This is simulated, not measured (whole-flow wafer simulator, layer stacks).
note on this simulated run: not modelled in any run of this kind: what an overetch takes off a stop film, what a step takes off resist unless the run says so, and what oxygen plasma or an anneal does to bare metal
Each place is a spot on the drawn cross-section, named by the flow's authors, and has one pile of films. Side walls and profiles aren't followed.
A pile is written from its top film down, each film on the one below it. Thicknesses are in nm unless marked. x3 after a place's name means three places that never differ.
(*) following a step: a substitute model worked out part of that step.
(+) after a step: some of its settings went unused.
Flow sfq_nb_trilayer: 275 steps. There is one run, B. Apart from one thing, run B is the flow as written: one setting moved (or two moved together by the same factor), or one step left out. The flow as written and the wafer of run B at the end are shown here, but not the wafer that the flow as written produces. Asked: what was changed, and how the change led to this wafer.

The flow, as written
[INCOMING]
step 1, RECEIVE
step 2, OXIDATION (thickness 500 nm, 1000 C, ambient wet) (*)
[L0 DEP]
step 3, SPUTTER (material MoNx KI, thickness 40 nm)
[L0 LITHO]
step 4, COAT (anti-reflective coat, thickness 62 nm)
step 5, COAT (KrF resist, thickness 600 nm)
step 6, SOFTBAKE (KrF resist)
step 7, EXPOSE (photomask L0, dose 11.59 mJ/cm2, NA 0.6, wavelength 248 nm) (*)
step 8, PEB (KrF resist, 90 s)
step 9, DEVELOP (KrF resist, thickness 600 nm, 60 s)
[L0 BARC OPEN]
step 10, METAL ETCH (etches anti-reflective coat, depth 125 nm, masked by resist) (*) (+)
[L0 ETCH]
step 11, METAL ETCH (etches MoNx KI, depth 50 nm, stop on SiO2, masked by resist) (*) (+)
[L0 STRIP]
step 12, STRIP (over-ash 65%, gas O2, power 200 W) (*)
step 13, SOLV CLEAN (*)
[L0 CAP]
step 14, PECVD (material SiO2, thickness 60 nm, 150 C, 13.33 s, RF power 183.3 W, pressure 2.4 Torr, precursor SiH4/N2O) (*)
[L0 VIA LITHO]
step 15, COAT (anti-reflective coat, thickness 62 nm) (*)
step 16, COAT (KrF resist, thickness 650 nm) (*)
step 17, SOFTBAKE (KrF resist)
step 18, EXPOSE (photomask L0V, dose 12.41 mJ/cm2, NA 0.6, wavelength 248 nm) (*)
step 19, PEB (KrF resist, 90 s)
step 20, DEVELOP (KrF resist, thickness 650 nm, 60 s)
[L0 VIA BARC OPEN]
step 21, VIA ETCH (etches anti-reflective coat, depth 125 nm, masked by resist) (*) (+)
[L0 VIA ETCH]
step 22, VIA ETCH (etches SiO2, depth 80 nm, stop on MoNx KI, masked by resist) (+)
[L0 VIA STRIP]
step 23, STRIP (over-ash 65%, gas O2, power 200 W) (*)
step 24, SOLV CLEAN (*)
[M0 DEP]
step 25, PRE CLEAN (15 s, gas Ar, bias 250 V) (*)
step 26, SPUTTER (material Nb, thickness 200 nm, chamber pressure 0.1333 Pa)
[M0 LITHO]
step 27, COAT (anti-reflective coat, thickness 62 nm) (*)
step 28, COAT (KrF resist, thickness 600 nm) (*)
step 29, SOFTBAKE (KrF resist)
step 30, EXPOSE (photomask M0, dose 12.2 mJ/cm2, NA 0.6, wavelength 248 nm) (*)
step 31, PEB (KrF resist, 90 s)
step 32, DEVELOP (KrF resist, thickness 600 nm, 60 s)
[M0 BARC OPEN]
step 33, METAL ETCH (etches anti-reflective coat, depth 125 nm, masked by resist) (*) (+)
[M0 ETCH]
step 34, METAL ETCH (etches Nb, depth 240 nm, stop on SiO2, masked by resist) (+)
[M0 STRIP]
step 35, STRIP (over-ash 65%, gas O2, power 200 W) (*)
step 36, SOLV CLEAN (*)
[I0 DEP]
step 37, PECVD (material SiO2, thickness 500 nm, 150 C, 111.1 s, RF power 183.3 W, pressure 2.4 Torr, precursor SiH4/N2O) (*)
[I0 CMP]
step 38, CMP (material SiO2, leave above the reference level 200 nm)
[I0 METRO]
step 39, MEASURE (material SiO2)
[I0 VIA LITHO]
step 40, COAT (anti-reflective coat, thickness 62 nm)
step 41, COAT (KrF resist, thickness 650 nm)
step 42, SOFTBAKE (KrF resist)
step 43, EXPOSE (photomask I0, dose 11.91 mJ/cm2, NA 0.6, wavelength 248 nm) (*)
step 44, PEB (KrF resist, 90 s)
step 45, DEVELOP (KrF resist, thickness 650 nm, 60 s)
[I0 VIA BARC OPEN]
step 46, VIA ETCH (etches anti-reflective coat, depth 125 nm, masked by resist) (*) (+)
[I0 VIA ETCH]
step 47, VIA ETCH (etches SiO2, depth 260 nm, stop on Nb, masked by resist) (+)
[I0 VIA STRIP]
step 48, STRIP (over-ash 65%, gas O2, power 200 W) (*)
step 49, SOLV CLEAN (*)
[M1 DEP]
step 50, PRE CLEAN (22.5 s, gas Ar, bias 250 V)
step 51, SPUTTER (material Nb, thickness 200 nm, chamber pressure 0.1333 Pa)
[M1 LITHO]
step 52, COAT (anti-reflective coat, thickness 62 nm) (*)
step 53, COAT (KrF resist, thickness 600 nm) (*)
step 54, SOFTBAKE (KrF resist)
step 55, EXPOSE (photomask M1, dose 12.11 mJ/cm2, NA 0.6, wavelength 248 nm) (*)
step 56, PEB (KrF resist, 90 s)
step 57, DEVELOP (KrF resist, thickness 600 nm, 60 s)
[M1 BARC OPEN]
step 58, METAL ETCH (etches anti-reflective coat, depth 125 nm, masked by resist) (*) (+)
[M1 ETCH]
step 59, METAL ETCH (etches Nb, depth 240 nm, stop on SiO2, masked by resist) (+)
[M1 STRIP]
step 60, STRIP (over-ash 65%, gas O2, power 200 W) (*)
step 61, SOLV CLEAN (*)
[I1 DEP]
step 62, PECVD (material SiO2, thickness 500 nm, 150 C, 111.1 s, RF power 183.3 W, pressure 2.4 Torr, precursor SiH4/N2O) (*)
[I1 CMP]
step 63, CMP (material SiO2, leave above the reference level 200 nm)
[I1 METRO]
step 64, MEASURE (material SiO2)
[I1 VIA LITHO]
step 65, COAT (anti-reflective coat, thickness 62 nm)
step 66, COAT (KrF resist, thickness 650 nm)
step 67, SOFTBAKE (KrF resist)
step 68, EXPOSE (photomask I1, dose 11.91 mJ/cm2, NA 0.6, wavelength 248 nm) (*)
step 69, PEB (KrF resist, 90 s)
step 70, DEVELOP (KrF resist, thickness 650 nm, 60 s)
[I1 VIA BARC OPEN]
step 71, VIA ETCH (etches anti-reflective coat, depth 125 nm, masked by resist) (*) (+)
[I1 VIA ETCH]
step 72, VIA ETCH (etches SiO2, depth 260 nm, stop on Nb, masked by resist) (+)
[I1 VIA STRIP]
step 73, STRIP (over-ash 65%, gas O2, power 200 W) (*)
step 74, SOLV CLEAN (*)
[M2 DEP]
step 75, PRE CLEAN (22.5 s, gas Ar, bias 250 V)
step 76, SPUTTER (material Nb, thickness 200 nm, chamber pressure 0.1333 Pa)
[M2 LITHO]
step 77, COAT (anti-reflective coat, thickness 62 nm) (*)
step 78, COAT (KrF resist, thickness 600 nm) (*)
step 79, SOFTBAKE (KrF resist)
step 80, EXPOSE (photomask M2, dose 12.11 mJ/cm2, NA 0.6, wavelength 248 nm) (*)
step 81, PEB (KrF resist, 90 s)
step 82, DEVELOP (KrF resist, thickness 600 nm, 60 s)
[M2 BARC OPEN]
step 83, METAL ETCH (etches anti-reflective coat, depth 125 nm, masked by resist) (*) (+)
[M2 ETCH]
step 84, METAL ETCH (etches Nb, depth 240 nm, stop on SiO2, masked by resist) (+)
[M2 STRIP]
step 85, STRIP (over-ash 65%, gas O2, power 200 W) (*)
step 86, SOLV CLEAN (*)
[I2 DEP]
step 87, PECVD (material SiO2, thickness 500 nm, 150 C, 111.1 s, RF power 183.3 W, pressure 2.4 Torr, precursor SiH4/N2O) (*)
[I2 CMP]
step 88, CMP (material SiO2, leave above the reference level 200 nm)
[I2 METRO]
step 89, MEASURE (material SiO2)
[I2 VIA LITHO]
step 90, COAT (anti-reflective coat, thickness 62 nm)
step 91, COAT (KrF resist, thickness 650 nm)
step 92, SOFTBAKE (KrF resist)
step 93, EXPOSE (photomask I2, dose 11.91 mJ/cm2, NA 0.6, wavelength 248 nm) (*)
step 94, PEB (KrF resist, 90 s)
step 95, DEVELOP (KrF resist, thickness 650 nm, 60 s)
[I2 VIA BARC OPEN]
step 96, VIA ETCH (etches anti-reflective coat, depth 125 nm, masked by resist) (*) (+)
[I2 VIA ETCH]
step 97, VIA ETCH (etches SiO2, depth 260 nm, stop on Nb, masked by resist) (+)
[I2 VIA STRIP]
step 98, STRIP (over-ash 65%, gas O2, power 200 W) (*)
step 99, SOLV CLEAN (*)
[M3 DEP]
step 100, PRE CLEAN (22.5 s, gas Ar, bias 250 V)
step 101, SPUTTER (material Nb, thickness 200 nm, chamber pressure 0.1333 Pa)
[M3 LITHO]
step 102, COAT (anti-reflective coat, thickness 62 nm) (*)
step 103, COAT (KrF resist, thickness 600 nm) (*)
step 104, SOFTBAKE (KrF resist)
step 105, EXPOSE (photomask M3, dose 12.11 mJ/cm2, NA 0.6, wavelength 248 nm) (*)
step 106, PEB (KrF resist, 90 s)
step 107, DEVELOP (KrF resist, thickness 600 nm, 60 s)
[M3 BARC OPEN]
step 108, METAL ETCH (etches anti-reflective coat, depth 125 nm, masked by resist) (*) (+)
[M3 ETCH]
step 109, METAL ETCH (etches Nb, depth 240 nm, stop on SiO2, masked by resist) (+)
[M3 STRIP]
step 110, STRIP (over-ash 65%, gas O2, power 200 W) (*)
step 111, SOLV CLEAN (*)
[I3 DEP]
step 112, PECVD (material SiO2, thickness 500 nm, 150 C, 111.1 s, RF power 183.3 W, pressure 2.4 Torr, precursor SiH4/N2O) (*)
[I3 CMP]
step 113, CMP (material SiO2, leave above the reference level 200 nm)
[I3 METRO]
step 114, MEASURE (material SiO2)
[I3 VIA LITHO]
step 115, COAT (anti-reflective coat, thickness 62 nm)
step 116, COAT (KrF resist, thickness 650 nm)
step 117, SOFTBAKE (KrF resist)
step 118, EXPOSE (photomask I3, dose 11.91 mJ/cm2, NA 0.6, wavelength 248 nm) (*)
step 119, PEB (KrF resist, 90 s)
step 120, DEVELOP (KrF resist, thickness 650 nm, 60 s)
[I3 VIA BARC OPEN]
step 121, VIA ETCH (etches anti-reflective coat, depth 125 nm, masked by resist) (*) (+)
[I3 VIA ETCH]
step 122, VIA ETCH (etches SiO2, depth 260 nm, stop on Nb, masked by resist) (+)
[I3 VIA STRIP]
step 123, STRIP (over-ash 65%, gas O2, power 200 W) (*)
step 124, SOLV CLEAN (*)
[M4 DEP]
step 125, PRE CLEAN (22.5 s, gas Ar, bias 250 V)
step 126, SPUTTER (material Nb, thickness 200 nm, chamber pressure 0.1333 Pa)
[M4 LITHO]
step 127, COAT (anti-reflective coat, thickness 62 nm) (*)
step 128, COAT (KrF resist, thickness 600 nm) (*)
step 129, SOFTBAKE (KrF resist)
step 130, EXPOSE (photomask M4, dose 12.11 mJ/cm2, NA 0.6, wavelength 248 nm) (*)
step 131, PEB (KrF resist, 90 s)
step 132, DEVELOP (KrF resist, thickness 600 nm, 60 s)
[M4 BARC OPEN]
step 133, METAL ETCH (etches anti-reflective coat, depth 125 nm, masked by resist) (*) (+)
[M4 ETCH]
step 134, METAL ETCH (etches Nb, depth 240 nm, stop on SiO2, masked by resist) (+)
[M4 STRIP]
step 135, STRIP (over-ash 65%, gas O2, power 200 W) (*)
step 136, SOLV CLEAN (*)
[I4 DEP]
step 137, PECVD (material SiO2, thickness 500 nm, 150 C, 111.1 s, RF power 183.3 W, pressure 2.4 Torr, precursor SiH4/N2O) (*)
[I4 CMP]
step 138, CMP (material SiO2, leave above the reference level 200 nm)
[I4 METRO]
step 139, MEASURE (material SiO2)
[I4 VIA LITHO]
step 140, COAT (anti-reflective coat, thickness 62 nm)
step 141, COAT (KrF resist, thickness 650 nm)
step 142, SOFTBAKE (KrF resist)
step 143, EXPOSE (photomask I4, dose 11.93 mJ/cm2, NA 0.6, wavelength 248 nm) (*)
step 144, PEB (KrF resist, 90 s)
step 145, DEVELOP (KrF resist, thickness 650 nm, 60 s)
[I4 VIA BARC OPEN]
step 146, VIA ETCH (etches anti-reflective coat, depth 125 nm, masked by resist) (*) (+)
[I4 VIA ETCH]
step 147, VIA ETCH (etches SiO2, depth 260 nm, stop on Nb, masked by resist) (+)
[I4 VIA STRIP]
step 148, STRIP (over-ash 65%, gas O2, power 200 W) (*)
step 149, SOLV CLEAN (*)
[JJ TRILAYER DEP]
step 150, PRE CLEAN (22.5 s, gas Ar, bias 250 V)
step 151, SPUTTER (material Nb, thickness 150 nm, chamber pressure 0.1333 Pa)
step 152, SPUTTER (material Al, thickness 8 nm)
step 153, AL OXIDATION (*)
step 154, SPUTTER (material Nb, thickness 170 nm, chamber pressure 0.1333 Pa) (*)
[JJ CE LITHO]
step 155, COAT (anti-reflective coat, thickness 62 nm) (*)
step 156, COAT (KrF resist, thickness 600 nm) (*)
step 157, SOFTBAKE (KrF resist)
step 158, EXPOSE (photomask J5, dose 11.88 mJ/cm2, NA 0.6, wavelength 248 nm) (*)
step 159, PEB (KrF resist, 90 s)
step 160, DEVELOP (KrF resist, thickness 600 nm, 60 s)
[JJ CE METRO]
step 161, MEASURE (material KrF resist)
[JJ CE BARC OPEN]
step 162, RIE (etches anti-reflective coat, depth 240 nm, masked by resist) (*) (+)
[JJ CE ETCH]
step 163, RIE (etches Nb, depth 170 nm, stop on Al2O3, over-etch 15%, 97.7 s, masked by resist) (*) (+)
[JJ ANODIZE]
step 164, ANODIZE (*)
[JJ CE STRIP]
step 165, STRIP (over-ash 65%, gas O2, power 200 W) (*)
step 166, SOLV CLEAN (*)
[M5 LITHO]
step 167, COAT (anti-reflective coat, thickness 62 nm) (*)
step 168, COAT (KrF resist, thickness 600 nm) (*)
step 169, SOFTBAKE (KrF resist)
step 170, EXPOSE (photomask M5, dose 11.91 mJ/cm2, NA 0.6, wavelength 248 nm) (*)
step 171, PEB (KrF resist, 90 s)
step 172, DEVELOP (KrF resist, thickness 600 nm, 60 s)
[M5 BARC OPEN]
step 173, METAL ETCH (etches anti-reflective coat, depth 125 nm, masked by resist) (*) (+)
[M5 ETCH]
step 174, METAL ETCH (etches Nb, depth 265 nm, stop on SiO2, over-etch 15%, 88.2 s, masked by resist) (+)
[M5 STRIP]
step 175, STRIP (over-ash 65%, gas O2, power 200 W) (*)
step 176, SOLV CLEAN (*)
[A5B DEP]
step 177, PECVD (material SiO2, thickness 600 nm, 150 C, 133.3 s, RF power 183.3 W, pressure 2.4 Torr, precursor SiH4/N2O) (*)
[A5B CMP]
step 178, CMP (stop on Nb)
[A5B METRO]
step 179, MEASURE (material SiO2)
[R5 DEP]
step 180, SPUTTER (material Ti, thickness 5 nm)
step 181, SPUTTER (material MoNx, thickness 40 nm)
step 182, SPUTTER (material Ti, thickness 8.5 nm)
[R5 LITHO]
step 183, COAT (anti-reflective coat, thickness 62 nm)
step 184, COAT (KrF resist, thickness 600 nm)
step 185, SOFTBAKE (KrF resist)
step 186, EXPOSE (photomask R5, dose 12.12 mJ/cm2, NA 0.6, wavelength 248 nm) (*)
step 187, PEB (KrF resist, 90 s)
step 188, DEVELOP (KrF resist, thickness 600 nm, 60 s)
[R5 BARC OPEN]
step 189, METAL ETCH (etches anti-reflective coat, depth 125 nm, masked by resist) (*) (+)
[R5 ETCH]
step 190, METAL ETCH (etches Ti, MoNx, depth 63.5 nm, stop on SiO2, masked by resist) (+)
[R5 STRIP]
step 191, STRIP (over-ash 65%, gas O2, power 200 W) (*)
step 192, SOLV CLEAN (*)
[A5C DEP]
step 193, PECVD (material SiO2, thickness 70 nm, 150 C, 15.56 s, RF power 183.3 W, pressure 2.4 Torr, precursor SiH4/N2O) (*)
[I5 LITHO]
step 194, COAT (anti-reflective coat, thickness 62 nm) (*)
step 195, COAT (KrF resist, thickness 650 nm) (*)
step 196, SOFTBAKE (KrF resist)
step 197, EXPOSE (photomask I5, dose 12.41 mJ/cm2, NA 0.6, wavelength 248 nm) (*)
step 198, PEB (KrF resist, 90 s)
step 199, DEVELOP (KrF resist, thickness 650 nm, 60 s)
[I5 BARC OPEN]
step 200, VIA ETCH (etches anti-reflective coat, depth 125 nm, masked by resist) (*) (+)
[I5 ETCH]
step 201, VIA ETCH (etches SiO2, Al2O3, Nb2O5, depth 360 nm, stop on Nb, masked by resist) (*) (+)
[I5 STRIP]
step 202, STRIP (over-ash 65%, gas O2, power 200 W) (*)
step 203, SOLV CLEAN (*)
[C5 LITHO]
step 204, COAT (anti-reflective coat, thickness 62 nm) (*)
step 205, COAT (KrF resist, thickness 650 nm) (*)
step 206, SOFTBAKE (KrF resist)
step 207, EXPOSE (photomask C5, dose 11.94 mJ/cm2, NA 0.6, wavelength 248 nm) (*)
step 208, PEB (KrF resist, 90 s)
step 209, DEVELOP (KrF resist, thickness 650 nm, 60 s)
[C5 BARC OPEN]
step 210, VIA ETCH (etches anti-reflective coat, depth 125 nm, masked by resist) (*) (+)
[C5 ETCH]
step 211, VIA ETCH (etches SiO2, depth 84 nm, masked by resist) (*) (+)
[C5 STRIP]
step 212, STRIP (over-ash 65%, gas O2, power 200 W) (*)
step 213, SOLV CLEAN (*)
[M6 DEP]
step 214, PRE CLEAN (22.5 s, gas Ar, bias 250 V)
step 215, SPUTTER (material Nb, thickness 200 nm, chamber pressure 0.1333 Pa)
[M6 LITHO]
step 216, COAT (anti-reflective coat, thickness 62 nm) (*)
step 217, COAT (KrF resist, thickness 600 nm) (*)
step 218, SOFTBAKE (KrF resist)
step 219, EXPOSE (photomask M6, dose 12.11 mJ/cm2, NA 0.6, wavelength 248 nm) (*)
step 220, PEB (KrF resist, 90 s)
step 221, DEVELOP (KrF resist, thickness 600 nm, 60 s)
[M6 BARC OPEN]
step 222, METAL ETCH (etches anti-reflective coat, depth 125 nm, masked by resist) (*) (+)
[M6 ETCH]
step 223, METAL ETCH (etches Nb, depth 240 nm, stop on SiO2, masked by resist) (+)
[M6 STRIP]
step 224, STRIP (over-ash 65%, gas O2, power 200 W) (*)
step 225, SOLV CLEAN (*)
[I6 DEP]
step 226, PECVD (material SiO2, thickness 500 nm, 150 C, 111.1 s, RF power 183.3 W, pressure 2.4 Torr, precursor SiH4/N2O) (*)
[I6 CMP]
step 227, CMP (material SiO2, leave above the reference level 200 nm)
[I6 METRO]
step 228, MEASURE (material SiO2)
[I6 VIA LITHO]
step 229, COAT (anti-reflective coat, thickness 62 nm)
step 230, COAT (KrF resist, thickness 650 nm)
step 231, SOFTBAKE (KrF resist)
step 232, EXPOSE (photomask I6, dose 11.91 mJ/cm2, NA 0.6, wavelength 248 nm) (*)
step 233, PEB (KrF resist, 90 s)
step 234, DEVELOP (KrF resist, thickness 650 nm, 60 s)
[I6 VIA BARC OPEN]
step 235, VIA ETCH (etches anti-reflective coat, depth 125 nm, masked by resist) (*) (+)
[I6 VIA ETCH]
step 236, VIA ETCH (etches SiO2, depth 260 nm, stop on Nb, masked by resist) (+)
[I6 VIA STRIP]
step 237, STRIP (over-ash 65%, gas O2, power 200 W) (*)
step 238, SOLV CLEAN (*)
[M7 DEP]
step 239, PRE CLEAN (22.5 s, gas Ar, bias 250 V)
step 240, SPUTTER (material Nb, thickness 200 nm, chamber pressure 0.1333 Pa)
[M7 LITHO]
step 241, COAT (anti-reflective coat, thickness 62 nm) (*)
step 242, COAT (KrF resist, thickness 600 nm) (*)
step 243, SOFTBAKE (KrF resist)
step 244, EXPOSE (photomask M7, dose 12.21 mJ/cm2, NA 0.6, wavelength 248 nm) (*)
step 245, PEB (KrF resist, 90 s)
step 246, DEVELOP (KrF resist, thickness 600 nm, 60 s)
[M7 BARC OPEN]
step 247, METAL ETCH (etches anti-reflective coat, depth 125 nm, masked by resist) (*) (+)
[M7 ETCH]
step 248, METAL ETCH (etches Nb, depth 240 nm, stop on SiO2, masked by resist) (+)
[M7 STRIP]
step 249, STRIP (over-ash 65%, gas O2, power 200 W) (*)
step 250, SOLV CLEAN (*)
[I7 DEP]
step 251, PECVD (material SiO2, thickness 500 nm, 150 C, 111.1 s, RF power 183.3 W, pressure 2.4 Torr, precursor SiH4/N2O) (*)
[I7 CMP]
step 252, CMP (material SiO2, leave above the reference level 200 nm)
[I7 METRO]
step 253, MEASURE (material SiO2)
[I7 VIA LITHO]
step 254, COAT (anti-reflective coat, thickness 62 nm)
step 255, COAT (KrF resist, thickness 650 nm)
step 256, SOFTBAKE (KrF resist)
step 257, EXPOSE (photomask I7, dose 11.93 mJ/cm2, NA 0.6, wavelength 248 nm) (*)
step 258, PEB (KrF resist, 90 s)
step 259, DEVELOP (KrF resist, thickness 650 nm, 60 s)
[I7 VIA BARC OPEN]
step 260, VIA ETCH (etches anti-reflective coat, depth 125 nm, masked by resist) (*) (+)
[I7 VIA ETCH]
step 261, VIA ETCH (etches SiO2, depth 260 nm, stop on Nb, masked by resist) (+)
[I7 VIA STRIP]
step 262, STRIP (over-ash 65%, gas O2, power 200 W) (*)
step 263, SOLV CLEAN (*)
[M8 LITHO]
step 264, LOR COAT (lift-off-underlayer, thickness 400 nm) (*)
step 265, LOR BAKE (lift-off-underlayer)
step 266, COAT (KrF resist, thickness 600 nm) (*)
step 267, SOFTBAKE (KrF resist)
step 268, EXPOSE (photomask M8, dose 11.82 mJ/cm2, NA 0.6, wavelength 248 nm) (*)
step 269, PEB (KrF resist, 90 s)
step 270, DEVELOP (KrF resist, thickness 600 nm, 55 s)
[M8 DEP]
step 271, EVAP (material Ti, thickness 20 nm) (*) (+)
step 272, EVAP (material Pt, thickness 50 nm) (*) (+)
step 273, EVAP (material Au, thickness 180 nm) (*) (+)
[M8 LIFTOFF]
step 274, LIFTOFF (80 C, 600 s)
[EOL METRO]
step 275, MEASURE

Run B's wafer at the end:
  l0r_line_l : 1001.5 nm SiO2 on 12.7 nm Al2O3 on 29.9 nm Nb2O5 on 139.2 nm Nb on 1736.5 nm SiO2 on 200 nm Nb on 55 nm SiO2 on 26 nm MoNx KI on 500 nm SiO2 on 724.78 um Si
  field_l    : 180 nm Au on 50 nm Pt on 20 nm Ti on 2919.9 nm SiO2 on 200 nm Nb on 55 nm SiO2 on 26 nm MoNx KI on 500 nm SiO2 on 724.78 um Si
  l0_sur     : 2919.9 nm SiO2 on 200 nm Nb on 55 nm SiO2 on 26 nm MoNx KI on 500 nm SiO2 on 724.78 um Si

What caused this: step 3, SPUTTER: thickness 26 nm was run, whereas the flow has thickness 40 nm.
The wafer itself shows it: l0r_line_l has MoNx KI 26, and step 3 as written asks for 40 nm.

How this came from the change, step by step:
  step 3, SPUTTER (material MoNx KI, thickness 40 nm)
      field_l, v_sur, via_wl and 103 more: MoNx KI gains 26 (new film) (in the flow as written it would be: MoNx KI gains 40 (new film))
  step 11, METAL ETCH (etches MoNx KI, depth 50 nm, stop on SiO2, masked by resist) (*) (+)
      v_sur, via_wl, via_w and 97 more: MoNx KI loses 26 (all of it) (in the flow as written it would be: MoNx KI loses 40 (all of it))
      field_l, l0_sur, l0v, l0r_line_l, l0r_line_c, l0r_line_r: KrF resist loses 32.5 (in the flow as written it would be: KrF resist loses 41.7)
  step 15, COAT (anti-reflective coat, thickness 62 nm) (*)
      field_l: anti-reflective coat gains 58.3 (new film) (in the flow as written it would be: anti-reflective coat gains 56.7 (new film))
      v_sur: anti-reflective coat gains 68.7 (new film) (in the flow as written it would be: anti-reflective coat gains 72.2 (new film))
      (as well as at 3 more places)
  step 23, STRIP (over-ash 65%, gas O2, power 200 W) (*)
      field_l: KrF resist loses 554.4 (all of it), anti-reflective coat loses 58.3 (all of it) (in the flow as written it would be: KrF resist loses 551.4 (all of it), anti-reflective coat loses 56.7 (all of it))
      v_sur: KrF resist loses 566.5 (all of it), anti-reflective coat loses 68.7 (all of it) (in the flow as written it would be: KrF resist loses 570.5 (all of it), anti-reflective coat loses 72.2 (all of it))
      (as well as at 3 more places)
  step 27, COAT (anti-reflective coat, thickness 62 nm) (*)
      field_l: anti-reflective coat gains 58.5 (new film) (in the flow as written it would be: anti-reflective coat gains 56.9 (new film))
      v_sur: anti-reflective coat gains 68.7 (new film) (in the flow as written it would be: anti-reflective coat gains 72.3 (new film))
      (as well as at 3 more places)
  step 35, STRIP (over-ash 65%, gas O2, power 200 W) (*)
      field_l: KrF resist loses 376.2 (all of it), anti-reflective coat loses 58.5 (all of it) (in the flow as written it would be: KrF resist loses 372.9 (all of it), anti-reflective coat loses 56.9 (all of it))
      v_sur: KrF resist loses 388.3 (all of it), anti-reflective coat loses 68.7 (all of it) (in the flow as written it would be: KrF resist loses 391.6 (all of it), anti-reflective coat loses 72.3 (all of it))
      (as well as at 3 more places)
  step 38, CMP (material SiO2, leave above the reference level 200 nm)
      field_l, l0_sur, l0r_line_l, l0r_line_c, l0r_line_r: SiO2 loses 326 (in the flow as written it would be: SiO2 loses 340)
      l0v: SiO2 loses 263.8 (in the flow as written it would be: SiO2 loses 277.8)
